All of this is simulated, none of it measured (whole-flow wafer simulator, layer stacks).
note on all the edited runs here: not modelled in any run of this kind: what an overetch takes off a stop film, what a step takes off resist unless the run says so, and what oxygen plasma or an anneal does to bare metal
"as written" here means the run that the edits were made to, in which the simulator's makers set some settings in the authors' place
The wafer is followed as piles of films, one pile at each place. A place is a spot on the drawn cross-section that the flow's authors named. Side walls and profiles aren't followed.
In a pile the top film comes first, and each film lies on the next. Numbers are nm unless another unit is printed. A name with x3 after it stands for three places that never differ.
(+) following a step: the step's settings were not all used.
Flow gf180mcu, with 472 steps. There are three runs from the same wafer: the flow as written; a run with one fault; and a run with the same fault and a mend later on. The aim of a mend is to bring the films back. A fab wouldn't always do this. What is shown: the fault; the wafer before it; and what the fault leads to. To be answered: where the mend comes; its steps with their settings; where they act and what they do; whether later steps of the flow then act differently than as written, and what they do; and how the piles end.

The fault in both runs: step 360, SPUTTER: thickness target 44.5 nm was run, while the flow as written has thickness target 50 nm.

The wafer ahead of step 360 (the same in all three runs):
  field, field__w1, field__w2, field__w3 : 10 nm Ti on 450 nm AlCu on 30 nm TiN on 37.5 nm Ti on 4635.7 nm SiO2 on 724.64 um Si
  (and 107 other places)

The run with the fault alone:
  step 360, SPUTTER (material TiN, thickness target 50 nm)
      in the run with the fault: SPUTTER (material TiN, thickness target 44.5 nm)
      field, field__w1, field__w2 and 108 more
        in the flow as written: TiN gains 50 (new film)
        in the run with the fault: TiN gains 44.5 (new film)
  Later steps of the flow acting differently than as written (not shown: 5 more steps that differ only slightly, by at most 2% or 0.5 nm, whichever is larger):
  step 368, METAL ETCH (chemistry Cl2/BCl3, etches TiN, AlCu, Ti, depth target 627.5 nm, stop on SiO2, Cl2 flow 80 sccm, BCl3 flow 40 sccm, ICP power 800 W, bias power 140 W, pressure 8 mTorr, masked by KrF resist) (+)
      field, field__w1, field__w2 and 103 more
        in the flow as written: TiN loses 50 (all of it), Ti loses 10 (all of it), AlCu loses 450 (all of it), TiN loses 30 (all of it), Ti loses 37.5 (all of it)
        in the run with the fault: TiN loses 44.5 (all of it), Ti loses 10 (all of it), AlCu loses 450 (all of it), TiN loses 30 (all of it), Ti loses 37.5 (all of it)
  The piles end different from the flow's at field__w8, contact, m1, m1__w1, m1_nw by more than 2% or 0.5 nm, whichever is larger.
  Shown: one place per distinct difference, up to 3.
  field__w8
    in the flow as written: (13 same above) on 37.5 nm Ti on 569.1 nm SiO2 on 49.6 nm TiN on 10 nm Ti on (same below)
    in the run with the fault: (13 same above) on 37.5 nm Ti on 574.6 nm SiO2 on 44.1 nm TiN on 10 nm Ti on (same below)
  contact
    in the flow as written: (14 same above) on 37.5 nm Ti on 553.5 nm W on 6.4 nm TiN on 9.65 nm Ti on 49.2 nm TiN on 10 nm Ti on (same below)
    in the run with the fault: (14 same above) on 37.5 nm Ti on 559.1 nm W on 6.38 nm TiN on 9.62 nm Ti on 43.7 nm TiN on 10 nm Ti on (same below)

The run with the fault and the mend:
  After step 360 comes the mend.
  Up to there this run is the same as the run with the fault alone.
  step 360a, SPUTTER (material TiN, thickness target 5.5 nm) (the flow's step 360, run once more with other settings)
      field, field__w1, field__w2 and 108 more
        TiN gains 5.5
  Every later step of the flow that is run acts as written at every place that is followed.
  By the end, the piles equal the flow's at every place that both follow.
